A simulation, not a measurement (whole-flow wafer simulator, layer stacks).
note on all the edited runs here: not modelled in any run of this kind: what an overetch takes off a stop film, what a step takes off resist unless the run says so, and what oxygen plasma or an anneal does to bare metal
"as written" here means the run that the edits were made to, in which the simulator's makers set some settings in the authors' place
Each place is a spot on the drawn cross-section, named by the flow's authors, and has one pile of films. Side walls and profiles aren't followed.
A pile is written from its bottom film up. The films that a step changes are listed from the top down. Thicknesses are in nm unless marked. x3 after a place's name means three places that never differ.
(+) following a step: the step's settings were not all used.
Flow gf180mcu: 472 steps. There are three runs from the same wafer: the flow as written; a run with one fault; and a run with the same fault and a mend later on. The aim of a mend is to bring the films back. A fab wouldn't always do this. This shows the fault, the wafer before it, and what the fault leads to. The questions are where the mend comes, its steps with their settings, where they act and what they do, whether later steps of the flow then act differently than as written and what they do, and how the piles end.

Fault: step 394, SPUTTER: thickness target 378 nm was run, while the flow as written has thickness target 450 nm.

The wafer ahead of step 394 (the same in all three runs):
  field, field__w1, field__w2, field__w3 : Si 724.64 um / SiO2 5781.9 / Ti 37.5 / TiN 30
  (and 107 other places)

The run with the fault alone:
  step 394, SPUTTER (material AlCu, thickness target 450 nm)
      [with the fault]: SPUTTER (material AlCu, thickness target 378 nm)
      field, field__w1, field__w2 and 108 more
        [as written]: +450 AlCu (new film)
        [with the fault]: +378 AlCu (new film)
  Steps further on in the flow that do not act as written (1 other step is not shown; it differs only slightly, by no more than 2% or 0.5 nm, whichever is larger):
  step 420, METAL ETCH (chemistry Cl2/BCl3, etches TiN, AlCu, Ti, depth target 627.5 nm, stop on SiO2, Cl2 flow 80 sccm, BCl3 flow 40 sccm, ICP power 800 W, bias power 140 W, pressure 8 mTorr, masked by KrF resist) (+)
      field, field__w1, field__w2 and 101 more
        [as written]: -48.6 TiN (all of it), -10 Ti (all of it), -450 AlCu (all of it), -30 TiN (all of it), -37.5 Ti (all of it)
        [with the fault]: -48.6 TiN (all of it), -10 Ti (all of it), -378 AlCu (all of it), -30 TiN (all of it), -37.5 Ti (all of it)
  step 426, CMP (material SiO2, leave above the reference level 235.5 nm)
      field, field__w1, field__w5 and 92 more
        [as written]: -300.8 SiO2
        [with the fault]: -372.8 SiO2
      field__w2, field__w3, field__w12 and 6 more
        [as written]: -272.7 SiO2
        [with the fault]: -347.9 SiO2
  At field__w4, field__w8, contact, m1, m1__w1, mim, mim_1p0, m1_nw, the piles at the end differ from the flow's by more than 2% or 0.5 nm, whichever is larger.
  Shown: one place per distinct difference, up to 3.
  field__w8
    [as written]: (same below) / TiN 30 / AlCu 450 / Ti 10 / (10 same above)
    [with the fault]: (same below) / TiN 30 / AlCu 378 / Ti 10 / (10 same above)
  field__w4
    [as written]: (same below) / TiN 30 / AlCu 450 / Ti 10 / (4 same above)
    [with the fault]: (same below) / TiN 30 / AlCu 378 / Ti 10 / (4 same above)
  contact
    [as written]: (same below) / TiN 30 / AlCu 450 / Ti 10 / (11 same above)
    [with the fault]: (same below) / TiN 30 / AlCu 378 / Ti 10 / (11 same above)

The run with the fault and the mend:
  The mend stands after step 394.
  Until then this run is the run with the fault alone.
  step 394a, SPUTTER (material AlCu, thickness target 72 nm) (the flow's step 394 again, with other settings)
      field, field__w1, field__w2 and 108 more
        +72 AlCu
  Later steps of the flow that are run all act as written at every place that is followed.
  At every place that both follow, the piles at the end match the flow's.
